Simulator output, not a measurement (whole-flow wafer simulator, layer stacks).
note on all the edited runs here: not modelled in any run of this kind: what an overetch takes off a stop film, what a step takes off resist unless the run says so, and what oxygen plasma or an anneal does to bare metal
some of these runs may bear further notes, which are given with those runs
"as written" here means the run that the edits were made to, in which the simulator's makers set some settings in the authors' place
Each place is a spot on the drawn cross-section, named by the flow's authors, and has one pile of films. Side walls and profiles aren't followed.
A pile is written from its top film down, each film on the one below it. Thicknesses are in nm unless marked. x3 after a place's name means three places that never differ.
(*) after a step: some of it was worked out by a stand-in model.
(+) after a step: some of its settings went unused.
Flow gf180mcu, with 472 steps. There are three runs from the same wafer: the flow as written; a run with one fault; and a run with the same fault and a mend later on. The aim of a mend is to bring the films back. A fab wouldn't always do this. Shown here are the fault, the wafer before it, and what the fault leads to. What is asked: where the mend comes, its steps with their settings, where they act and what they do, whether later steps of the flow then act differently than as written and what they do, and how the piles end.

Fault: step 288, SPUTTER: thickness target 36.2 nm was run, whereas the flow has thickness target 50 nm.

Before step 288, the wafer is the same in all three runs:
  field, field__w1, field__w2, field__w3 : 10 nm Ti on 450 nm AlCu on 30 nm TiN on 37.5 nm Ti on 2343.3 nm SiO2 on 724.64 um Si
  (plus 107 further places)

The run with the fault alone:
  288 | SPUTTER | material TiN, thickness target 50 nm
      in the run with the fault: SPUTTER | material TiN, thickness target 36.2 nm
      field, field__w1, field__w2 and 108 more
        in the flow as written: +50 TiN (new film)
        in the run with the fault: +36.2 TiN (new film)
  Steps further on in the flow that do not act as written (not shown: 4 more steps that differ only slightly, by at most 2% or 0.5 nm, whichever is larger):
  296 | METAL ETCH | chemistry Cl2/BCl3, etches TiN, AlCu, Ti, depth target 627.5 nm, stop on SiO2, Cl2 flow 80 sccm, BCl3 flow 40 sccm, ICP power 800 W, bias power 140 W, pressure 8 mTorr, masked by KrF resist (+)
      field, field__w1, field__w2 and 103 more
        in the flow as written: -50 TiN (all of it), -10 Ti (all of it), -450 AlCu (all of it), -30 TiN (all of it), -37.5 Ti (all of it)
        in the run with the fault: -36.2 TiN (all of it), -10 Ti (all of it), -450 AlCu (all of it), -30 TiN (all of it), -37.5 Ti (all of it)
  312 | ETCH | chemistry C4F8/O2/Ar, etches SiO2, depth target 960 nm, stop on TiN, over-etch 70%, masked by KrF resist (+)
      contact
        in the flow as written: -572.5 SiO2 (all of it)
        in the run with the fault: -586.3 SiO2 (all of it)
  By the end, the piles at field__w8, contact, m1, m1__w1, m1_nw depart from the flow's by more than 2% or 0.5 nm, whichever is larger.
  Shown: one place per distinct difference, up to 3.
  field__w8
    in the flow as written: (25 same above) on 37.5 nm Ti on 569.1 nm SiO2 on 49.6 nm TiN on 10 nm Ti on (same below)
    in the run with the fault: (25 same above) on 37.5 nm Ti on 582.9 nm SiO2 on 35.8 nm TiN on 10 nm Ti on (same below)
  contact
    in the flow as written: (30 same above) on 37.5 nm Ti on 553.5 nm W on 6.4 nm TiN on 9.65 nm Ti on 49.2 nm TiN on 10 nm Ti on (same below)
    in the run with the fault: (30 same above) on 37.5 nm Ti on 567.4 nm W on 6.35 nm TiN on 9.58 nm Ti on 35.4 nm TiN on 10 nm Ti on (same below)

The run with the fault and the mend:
  After step 295 comes the mend.
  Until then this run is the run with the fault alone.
  295a | STRIP | chemistry O2/N2, power 2160 W, pressure 1700 mTorr (*)
      field__w8, contact, m1, m1__w1, m1_nw
        -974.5 KrF resist (all of it)
  295b | SPUTTER | material TiN, thickness target 13.8 nm (the flow's step 288 again, with other settings)
      field, field__w1, field__w2 and 108 more
        +13.8 TiN
  295c | HMDS | 120 C, 60 s (the flow's step 290 again)
      does not change any film at any place that is followed
  295d | COAT | KrF resist, thickness 1000 nm (the flow's step 291 again)
      field, field__w1, field__w2 and 108 more
        +1000 KrF resist (new film)
  295e | SOFTBAKE | KrF resist (the flow's step 292 again)
      does not change any film at any place that is followed
  295f | EXPOSE | photomask Metal2 (the flow's step 293 again)
      does not change any film at any place that is followed
  295g | PEB | KrF resist, 135 C, 90 s (the flow's step 294 again)
      field, field__w1, field__w2 and 108 more
        -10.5 KrF resist
  295h | DEVELOP | thickness 1000 nm, 60 s (the flow's step 295 again)
      field, field__w1, field__w2 and 103 more
        -989.5 KrF resist (all of it)
      field__w8, contact, m1, m1__w1, m1_nw
        -14.9 KrF resist
  Later steps of the flow that are run all act as written at every place that is followed.
  By the end, the piles equal the flow's at every place that both follow.
